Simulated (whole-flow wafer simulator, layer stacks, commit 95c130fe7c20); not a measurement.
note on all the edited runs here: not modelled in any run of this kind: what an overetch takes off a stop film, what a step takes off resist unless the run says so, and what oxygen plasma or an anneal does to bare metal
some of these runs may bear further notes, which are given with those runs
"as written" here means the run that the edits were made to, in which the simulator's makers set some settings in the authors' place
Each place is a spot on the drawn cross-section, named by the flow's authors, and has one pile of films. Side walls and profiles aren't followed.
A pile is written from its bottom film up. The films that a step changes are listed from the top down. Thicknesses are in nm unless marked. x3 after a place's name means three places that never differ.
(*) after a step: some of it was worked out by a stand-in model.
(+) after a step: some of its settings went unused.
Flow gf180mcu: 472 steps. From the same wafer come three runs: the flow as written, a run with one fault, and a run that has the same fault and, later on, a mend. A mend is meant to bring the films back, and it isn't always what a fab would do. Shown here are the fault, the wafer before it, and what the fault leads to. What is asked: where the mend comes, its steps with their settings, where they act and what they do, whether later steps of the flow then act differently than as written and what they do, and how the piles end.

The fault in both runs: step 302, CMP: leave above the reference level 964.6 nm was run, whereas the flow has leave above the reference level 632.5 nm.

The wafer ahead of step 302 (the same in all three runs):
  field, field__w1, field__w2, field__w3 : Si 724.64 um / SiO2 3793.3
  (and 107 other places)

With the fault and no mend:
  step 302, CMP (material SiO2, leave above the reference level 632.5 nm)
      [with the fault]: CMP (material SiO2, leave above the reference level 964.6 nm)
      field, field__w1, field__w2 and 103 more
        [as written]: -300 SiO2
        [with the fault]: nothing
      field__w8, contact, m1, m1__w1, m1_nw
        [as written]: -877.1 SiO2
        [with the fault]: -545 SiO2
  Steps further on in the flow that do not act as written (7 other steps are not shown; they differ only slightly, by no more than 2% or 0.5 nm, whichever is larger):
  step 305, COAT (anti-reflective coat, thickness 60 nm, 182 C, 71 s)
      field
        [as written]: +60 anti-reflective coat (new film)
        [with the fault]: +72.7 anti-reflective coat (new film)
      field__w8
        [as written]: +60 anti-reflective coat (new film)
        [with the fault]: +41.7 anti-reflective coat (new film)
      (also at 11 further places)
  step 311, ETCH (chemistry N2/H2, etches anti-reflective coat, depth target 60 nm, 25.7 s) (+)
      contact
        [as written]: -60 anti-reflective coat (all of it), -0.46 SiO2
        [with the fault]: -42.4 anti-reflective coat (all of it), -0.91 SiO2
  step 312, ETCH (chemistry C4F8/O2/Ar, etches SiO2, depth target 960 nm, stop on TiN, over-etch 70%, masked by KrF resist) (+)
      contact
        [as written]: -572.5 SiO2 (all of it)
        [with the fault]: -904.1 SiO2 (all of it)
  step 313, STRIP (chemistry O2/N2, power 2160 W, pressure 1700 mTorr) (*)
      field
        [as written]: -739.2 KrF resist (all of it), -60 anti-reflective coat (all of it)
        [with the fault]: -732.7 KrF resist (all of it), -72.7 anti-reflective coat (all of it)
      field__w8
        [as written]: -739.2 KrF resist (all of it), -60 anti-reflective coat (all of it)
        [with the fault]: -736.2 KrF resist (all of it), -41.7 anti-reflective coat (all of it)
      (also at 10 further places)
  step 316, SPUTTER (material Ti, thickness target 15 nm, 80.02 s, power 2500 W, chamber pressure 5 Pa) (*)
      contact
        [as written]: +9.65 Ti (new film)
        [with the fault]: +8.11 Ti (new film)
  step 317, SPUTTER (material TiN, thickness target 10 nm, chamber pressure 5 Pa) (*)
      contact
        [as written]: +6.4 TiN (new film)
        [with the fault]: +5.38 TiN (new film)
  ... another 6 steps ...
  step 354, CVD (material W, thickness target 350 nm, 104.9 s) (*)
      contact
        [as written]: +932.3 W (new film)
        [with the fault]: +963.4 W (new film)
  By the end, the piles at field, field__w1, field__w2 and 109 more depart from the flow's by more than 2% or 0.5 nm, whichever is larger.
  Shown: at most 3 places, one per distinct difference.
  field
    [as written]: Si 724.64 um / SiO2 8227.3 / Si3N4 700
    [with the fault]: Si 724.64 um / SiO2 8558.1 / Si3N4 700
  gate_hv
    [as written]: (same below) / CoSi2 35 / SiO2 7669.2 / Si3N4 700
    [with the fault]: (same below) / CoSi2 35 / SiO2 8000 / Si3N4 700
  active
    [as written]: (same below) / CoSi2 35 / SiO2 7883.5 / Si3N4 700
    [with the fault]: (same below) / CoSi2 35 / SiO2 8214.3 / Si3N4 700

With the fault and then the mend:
  After step 302 comes the mend.
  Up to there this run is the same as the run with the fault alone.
  step 302a, CMP (material SiO2, leave above the reference level 632.5 nm) (the flow's step 302, run once more)
      field, field__w1, field__w2 and 103 more
        -300 SiO2
      field__w8, contact, m1, m1__w1, m1_nw
        -332.1 SiO2
  Every later step of the flow that is run acts as written at every place that is followed.
  The piles end the same as the flow's at every place that both follow.
